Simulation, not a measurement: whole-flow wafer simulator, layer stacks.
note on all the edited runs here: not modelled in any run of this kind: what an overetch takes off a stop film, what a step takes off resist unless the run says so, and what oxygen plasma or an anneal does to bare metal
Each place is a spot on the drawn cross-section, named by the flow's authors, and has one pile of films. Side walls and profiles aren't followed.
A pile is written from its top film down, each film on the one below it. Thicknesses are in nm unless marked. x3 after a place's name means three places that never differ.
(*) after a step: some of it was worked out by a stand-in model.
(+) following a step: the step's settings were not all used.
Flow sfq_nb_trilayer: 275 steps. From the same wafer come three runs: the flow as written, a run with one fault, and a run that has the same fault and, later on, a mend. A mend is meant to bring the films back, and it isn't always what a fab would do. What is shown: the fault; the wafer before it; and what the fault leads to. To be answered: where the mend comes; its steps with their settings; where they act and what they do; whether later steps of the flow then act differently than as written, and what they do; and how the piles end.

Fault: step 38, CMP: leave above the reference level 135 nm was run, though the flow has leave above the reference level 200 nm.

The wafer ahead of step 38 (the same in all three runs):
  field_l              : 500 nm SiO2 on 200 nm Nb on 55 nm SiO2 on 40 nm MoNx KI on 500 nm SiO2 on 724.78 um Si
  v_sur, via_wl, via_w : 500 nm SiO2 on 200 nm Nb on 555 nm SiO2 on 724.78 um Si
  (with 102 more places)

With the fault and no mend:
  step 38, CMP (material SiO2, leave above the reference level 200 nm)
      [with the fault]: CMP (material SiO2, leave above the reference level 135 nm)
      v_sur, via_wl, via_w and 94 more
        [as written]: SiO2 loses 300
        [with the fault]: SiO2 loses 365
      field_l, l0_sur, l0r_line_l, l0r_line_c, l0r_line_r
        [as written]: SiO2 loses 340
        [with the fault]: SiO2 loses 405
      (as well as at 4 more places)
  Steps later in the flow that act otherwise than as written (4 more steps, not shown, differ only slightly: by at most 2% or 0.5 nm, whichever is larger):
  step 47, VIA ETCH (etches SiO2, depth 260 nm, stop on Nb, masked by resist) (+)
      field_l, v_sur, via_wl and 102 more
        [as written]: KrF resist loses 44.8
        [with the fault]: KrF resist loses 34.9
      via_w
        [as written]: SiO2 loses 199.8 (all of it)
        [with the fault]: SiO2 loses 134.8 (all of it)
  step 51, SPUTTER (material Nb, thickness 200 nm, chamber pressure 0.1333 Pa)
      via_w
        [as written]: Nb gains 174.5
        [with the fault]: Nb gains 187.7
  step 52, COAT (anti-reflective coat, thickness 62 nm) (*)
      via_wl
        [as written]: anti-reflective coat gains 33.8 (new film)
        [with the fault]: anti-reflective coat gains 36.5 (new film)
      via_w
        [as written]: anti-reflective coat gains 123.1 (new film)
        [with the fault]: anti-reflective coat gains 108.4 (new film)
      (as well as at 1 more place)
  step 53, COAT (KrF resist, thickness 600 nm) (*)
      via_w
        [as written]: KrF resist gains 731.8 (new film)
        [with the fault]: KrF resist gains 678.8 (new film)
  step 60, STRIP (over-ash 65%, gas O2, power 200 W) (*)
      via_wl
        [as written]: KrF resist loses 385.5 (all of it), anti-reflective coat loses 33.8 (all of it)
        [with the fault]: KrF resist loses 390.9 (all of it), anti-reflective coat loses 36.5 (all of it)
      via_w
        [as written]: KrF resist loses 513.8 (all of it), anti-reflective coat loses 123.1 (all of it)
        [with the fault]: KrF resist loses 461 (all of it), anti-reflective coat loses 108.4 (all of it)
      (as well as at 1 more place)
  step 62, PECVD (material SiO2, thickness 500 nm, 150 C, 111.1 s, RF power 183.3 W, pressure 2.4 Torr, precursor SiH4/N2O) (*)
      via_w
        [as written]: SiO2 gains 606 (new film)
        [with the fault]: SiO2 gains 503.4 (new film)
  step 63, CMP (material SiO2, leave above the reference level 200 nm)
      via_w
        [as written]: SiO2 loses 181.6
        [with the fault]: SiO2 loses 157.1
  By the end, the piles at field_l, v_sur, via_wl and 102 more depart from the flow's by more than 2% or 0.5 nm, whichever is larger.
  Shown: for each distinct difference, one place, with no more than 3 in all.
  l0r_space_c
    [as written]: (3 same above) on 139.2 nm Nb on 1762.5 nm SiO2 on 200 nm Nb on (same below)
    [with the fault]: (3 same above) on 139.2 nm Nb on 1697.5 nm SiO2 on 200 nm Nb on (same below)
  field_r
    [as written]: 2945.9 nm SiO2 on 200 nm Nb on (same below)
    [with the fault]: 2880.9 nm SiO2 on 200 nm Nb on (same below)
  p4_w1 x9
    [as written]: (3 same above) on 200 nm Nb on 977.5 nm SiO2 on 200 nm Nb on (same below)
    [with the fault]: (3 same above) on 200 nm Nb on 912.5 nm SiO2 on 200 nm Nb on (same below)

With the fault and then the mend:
  After step 39 comes the mend.
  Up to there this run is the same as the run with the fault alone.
  step 39a, PECVD (material SiO2, thickness 65 nm, 150 C, 14.44 s, RF power 183.3 W, pressure 2.4 Torr, precursor SiH4/N2O) (a further turn of the flow's step 37, with different settings)
      field_l, v_sur, via_wl and 103 more
        SiO2 gains 65
  Later steps of the flow that are run all act as written at every place that is followed, up to a difference of at most 2% or 0.5 nm, whichever is larger.
  The piles end only slightly different from the flow's at the places that both follow, by no more than 2% or 0.5 nm, whichever is larger.
